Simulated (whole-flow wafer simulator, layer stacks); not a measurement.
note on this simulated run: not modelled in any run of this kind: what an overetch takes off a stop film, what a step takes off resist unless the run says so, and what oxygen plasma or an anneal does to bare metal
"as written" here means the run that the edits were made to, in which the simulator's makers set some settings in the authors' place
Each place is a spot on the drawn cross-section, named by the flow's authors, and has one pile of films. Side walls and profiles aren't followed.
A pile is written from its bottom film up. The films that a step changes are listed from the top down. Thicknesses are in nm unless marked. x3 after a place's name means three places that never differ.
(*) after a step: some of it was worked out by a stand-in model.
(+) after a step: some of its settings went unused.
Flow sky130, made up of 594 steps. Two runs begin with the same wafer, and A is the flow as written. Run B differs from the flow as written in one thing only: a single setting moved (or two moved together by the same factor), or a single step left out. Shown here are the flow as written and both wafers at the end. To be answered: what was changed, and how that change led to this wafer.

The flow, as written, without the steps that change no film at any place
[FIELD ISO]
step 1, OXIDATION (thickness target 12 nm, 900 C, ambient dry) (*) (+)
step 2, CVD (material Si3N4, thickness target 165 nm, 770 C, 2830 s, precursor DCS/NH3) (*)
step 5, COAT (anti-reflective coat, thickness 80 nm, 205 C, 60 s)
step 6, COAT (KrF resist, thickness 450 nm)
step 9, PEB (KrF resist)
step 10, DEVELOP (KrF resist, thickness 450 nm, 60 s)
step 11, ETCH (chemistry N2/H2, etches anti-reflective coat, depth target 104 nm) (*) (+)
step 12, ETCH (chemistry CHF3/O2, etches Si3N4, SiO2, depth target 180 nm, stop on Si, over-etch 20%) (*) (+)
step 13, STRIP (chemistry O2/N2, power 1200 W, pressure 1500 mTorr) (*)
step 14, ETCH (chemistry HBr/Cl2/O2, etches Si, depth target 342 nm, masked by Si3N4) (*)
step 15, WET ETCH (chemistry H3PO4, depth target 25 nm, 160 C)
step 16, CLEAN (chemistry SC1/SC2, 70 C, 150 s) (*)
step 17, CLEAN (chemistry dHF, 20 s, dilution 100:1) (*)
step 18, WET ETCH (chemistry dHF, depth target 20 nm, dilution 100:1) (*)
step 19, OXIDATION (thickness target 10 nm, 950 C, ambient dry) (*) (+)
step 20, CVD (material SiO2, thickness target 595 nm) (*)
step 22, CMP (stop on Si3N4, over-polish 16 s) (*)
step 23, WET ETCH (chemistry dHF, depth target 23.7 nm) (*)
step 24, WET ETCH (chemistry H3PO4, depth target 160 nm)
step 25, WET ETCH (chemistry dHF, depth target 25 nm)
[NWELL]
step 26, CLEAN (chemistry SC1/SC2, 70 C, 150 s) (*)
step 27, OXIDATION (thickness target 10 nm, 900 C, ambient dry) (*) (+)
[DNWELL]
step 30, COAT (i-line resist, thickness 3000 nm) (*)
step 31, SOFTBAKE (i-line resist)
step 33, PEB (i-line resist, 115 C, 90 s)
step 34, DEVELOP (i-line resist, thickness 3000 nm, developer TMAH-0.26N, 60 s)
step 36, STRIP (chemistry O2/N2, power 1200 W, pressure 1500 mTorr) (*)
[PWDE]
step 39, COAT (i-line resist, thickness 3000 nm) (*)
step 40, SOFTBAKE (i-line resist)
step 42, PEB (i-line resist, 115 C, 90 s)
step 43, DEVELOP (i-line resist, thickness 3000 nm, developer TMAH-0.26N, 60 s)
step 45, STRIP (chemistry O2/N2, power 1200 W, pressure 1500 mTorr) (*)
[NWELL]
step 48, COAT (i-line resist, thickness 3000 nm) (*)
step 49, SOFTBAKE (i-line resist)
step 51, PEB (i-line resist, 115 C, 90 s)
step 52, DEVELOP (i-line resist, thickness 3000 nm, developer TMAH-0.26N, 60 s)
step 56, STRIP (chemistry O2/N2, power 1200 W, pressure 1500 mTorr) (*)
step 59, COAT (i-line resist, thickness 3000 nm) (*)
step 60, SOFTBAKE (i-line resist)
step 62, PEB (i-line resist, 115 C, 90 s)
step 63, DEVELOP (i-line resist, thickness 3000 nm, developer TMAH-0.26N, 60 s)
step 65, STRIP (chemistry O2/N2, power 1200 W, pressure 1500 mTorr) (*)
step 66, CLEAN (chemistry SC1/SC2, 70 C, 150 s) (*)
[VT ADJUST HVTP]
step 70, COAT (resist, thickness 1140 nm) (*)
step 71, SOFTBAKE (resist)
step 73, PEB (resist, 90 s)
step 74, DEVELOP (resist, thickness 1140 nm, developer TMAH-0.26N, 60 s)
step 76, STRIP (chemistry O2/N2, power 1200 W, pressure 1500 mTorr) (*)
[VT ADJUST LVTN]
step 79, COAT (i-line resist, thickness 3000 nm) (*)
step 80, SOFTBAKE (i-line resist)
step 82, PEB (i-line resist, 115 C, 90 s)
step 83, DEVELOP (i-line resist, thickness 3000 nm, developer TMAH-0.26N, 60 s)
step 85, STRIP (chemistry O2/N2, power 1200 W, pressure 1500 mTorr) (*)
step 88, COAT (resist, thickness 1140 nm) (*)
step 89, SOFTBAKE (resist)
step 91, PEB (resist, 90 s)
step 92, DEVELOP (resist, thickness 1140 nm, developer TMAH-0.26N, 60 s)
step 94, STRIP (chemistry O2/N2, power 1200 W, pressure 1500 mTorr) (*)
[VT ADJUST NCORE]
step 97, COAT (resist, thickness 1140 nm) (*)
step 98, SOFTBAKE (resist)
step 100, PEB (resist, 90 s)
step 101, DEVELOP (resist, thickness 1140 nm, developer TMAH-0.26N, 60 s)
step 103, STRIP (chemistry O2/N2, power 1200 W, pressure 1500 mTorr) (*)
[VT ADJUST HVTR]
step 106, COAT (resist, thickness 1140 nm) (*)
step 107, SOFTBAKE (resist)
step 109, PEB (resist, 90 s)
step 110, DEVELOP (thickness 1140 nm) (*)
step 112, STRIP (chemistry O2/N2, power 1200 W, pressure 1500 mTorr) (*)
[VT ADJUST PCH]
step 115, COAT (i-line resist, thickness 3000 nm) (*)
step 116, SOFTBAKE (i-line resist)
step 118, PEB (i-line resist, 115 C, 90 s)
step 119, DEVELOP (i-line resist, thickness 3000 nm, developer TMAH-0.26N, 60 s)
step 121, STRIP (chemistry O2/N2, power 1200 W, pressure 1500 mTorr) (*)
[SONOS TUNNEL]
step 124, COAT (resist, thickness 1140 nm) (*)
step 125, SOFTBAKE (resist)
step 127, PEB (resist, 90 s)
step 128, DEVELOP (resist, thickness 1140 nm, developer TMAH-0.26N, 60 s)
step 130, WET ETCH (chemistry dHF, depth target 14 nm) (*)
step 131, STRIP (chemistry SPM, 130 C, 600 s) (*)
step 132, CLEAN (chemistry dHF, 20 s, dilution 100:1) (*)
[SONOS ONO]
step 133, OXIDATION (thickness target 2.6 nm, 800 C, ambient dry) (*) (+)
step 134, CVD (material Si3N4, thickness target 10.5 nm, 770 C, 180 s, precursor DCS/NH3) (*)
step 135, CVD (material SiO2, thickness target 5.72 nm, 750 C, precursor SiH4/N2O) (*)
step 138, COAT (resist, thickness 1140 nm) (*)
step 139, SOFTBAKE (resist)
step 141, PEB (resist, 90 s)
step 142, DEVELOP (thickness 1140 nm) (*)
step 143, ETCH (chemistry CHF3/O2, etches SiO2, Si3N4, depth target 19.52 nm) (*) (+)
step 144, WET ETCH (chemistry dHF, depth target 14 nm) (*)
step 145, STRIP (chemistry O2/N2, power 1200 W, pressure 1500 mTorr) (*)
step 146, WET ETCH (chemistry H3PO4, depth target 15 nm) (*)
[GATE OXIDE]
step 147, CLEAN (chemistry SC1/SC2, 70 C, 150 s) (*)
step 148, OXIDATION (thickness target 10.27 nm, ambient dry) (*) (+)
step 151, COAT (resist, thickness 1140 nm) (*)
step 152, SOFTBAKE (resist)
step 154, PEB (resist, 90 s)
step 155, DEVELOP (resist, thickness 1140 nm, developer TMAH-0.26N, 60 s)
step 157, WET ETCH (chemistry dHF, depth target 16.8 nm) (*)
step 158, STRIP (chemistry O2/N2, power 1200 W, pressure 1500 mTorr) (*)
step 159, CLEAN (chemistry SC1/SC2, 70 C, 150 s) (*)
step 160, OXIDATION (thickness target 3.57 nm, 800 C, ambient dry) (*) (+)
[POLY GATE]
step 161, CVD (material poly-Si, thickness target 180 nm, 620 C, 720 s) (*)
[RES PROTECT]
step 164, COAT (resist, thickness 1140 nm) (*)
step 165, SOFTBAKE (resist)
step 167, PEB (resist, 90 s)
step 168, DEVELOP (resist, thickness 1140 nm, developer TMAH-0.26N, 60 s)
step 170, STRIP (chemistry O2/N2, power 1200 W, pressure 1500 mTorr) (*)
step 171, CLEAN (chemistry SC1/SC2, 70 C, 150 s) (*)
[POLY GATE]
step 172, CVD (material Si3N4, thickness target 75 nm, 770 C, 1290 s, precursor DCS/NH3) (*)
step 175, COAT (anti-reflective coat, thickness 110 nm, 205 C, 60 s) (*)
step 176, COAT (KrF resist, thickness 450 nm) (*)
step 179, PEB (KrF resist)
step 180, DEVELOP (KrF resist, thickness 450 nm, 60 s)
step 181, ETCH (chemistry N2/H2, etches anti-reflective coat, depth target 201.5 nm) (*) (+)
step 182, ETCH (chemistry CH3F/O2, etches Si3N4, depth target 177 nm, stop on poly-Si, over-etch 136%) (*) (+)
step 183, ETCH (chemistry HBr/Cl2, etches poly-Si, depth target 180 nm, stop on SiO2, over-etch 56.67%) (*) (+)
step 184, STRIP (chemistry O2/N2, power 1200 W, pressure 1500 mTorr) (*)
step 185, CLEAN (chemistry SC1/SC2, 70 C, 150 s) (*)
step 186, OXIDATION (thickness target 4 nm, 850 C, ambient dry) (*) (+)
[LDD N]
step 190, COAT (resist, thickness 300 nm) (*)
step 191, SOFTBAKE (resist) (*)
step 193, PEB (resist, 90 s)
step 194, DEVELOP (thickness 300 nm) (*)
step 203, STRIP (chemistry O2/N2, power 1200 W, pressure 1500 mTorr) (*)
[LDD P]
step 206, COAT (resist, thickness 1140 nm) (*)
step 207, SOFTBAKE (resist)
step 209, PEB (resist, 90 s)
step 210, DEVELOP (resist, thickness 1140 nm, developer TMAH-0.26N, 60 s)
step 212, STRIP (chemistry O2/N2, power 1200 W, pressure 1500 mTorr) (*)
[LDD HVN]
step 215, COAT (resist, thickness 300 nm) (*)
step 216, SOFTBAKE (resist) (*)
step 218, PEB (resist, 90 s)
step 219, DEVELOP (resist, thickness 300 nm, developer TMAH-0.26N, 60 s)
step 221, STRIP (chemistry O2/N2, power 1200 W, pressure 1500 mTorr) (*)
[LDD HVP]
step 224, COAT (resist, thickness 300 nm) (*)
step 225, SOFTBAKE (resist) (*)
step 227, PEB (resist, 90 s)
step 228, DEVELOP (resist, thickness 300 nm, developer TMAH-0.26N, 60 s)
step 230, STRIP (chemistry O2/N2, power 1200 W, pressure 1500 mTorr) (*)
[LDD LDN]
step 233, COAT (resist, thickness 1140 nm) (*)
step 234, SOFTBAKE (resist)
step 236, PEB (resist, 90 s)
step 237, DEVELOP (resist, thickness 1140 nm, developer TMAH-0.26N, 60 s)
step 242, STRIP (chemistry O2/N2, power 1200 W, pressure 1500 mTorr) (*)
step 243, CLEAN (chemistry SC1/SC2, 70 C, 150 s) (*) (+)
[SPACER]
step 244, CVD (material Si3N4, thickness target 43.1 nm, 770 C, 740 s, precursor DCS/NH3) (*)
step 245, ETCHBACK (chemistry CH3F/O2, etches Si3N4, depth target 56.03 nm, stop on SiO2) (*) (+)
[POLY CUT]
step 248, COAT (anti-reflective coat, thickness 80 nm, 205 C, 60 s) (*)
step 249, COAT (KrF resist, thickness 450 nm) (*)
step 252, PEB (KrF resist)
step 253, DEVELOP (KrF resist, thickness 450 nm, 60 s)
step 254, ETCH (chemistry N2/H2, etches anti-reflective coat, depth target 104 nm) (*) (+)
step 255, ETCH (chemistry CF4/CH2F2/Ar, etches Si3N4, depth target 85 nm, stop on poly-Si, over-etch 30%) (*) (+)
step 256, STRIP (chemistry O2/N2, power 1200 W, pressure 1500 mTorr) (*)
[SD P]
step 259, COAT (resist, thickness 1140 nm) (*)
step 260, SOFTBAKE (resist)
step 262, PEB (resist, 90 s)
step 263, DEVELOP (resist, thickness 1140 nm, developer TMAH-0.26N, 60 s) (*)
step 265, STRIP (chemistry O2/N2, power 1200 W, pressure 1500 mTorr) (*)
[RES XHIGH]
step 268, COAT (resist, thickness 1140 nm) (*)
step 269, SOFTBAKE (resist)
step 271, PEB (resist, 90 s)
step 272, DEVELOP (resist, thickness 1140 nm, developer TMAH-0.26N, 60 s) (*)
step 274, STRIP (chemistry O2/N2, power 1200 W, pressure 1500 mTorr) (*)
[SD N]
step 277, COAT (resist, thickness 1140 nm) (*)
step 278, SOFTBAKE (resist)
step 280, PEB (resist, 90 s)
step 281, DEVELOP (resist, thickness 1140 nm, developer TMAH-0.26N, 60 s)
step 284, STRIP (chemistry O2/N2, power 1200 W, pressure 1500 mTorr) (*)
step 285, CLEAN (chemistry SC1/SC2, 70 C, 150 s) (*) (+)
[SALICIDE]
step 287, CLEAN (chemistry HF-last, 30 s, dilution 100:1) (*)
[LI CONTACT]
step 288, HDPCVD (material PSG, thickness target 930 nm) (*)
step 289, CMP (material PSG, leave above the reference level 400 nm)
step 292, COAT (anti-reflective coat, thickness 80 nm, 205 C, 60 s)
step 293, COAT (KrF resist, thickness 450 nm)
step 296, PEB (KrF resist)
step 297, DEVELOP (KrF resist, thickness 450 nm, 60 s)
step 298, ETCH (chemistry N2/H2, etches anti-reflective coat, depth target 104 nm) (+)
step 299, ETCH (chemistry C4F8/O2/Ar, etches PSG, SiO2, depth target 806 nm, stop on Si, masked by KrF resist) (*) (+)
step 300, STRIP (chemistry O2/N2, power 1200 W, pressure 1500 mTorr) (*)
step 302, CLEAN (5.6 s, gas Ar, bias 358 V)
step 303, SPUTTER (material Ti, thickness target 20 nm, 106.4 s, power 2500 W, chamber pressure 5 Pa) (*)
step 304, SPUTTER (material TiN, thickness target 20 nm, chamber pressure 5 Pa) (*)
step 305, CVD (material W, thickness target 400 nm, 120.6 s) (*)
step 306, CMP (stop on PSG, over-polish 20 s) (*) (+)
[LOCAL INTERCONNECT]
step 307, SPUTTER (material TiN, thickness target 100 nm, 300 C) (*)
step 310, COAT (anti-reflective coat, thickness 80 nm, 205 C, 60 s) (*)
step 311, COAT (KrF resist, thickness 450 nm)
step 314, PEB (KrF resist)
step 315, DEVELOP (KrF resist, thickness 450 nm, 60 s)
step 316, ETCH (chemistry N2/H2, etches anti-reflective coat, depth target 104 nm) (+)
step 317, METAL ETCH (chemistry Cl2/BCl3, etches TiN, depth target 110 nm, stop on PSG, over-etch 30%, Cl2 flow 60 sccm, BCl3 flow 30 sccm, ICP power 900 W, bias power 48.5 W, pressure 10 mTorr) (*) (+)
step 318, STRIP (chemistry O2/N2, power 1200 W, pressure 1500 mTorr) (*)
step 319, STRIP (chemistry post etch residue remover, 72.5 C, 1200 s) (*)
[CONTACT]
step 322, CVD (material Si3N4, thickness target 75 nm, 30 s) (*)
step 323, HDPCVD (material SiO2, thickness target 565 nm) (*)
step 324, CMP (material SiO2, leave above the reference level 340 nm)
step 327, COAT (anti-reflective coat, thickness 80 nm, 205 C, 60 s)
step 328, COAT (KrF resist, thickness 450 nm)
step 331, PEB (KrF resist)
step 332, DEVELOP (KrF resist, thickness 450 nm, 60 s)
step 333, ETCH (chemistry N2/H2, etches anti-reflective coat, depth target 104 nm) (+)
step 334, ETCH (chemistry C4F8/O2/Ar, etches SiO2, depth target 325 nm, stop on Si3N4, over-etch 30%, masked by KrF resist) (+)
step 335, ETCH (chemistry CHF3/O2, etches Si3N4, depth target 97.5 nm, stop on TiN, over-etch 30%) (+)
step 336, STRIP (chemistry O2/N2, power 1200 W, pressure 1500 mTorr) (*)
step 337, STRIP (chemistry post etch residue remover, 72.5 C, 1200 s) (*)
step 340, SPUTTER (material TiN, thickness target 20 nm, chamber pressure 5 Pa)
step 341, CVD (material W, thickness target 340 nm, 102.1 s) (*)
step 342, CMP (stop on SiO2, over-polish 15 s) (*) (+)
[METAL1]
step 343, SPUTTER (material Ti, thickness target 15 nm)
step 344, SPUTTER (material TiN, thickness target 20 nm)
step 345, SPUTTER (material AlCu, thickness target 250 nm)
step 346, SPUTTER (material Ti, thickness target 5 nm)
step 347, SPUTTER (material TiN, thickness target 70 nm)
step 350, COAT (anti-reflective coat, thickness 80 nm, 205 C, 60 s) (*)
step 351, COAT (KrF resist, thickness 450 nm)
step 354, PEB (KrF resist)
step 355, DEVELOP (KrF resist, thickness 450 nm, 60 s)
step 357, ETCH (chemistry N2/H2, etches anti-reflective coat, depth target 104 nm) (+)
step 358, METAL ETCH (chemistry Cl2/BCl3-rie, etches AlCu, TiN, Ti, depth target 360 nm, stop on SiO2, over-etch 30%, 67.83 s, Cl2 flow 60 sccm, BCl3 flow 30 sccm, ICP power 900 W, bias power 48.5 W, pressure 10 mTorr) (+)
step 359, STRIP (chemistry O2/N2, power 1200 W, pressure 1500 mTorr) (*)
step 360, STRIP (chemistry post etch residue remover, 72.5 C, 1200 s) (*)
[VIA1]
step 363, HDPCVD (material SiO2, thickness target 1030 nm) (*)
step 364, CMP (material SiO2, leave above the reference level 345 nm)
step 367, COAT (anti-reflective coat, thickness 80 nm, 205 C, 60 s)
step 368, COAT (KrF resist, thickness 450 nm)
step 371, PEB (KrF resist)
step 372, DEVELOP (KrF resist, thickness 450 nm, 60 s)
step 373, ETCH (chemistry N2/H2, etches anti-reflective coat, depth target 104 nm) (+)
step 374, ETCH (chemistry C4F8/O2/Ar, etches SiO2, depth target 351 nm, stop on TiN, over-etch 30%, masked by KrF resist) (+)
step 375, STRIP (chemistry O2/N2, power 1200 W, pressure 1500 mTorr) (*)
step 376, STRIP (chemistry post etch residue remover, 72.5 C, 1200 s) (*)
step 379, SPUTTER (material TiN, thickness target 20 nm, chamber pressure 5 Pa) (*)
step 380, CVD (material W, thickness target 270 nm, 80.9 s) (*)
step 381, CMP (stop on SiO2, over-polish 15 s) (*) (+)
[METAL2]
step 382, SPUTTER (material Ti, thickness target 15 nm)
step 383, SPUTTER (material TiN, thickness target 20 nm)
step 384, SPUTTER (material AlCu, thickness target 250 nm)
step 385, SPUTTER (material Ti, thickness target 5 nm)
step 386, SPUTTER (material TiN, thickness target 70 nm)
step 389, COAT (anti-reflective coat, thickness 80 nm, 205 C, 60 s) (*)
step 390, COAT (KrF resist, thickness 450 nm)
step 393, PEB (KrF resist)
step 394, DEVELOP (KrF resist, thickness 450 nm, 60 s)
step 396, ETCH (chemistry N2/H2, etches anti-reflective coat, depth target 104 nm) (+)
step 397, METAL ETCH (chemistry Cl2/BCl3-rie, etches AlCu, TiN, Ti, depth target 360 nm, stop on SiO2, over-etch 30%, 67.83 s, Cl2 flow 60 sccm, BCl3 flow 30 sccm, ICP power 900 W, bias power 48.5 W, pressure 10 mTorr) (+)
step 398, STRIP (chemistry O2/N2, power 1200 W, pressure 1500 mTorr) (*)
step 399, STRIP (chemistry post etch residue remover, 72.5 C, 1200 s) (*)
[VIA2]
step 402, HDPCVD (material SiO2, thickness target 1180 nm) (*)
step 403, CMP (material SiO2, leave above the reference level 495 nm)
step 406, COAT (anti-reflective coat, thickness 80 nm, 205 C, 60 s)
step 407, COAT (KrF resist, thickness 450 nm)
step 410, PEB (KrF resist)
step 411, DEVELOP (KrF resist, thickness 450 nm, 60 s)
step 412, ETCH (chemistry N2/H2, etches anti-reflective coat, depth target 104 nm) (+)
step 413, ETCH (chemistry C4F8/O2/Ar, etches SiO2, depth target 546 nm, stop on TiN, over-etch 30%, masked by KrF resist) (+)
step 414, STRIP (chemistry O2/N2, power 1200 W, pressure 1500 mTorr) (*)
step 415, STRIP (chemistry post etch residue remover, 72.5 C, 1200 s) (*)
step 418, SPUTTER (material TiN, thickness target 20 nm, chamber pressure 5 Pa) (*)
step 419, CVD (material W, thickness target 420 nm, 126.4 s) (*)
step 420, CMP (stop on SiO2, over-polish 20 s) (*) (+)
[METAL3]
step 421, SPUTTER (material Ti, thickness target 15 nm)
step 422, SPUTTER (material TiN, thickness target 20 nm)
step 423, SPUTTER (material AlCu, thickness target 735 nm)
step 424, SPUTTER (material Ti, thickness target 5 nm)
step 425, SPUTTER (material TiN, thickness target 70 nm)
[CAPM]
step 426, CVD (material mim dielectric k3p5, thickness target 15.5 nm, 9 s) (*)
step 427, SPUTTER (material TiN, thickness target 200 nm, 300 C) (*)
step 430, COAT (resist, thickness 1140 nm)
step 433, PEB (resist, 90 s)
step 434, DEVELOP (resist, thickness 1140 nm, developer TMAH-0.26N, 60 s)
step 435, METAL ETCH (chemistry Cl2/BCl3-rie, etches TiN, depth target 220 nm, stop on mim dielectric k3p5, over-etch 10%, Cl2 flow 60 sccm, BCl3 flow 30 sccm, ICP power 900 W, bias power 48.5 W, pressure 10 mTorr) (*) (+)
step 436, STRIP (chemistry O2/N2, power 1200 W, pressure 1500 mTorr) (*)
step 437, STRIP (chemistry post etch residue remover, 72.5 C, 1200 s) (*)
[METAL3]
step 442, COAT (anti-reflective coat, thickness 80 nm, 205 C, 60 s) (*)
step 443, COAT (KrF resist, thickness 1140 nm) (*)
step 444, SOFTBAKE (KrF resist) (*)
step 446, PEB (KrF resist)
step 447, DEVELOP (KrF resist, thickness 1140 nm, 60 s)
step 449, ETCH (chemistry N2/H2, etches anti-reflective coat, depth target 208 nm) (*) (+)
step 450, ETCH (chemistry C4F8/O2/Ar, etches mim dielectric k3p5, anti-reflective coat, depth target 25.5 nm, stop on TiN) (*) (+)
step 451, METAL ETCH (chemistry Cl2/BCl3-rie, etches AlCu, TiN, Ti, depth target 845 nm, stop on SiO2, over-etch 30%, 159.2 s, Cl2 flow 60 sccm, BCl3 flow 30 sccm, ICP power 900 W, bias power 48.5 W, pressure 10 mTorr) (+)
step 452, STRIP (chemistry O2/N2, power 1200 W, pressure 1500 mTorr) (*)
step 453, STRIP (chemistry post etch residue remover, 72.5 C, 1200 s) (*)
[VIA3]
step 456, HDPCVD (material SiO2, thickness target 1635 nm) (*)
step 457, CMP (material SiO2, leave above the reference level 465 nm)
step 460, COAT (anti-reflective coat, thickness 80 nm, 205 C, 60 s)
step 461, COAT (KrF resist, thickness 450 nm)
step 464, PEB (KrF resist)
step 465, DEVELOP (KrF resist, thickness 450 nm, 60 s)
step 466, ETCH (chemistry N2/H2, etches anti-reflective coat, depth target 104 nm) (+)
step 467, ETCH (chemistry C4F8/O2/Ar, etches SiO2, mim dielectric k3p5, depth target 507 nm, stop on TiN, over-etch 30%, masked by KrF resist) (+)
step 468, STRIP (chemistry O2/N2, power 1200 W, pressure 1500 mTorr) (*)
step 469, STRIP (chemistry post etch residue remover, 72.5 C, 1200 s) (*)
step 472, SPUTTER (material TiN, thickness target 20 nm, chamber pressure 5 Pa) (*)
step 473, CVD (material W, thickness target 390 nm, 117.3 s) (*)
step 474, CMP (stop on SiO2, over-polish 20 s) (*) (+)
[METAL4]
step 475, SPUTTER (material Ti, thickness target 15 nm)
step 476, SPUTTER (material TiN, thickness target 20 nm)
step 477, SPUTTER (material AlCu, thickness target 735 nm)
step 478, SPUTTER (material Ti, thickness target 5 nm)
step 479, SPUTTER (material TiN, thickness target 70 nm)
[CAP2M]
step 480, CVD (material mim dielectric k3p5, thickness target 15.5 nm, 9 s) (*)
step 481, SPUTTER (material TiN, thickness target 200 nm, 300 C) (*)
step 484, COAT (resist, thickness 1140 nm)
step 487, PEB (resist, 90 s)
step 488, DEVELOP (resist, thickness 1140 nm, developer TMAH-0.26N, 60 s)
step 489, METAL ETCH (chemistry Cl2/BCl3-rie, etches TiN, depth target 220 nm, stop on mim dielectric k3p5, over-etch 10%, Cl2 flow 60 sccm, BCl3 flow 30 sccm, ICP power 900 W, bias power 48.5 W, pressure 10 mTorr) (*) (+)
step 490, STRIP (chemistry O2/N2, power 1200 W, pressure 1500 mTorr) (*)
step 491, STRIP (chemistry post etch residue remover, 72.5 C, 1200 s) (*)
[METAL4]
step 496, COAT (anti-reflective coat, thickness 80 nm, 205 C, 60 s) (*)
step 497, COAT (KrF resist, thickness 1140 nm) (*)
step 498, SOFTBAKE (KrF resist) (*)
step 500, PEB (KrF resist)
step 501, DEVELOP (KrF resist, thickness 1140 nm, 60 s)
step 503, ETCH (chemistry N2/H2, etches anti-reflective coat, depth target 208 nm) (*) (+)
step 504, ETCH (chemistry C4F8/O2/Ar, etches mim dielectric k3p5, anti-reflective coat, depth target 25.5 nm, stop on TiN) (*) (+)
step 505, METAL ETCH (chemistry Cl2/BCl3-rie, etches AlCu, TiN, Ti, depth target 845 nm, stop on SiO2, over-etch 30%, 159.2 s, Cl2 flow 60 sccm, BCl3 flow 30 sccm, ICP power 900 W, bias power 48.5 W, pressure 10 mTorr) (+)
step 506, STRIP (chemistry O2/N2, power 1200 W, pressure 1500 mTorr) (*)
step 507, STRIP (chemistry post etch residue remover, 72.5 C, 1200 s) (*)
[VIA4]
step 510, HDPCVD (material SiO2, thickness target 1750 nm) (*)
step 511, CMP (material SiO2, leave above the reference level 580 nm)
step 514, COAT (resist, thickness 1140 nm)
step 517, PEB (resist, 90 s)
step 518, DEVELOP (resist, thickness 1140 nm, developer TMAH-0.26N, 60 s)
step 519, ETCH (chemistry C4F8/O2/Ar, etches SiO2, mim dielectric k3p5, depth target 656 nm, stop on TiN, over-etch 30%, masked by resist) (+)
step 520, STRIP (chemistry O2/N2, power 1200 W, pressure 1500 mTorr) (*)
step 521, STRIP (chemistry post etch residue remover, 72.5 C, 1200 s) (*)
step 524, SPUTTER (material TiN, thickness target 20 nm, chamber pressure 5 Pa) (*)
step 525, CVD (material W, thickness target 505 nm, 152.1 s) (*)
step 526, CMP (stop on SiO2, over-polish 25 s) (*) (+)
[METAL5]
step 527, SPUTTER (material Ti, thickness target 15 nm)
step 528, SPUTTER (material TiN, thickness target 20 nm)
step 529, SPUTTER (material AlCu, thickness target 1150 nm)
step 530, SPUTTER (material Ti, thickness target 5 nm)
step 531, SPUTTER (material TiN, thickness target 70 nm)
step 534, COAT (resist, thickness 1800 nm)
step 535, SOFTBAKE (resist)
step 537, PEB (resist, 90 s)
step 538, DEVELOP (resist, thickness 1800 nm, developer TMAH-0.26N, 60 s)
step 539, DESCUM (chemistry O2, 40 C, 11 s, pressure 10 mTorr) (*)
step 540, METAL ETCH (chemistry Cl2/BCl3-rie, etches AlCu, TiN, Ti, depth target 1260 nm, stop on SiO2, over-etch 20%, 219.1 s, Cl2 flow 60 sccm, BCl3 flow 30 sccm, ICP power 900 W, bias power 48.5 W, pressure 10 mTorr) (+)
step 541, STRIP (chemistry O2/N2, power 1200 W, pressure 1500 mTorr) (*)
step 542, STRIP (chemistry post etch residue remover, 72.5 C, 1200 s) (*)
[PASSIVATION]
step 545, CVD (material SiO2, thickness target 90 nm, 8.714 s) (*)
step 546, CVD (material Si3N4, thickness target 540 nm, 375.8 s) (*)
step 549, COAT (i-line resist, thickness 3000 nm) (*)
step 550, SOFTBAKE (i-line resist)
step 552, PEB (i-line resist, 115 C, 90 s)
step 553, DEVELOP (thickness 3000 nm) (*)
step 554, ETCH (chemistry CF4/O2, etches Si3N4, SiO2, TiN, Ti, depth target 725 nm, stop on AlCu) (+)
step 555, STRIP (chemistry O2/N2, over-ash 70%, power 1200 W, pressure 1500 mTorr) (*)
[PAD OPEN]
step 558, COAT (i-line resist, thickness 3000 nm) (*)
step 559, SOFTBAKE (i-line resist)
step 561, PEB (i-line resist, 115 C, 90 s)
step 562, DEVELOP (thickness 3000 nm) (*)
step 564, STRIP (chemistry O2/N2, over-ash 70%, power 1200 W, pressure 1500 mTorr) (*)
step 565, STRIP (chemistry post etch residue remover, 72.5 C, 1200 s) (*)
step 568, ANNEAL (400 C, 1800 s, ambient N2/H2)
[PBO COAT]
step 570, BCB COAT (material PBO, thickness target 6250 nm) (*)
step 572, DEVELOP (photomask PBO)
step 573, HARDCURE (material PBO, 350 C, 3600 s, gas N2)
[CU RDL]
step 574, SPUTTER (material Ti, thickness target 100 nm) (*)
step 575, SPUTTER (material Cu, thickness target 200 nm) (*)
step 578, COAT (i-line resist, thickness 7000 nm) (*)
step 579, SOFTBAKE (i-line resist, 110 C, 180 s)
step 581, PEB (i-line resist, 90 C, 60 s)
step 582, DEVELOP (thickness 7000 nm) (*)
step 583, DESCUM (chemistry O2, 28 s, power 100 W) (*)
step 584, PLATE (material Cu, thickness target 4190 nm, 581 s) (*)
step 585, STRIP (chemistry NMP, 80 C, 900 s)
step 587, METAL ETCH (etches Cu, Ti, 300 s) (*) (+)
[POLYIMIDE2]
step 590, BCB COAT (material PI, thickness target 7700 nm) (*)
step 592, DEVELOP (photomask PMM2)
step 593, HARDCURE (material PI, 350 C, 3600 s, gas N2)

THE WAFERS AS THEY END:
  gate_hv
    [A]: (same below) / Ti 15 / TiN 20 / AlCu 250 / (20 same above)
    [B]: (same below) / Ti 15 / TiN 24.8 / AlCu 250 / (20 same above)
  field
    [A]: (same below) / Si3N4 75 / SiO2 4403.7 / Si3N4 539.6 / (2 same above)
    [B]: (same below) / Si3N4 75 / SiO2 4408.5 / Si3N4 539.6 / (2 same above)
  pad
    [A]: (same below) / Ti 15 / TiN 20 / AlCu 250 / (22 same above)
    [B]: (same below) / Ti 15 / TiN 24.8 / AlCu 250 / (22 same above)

Cause: step 383, SPUTTER: thickness target 24.8 nm was run, while the flow as written has thickness target 20 nm.
One can read it off the wafer: gate_hv has TiN 24.8, and step 383 as written asks for 20 nm.

Step by step, how the change led to this:
  step 383, SPUTTER (material TiN, thickness target 20 nm)
      field, active, n_well and 188 more: A +20 TiN (new film) | B +24.8 TiN (new film)
  step 397, METAL ETCH (chemistry Cl2/BCl3-rie, etches AlCu, TiN, Ti, depth target 360 nm, stop on SiO2, over-etch 30%, 67.83 s, Cl2 flow 60 sccm, BCl3 flow 30 sccm, ICP power 900 W, bias power 48.5 W, pressure 10 mTorr) (+)
      field, active, gate and 82 more: A -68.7 TiN (all of it), -5 Ti (all of it), -250 AlCu (all of it), -20 TiN (all of it), -15 Ti (all of it), -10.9 SiO2 | B -68.7 TiN (all of it), -5 Ti (all of it), -250 AlCu (all of it), -24.8 TiN (all of it), -15 Ti (all of it), -10.5 SiO2
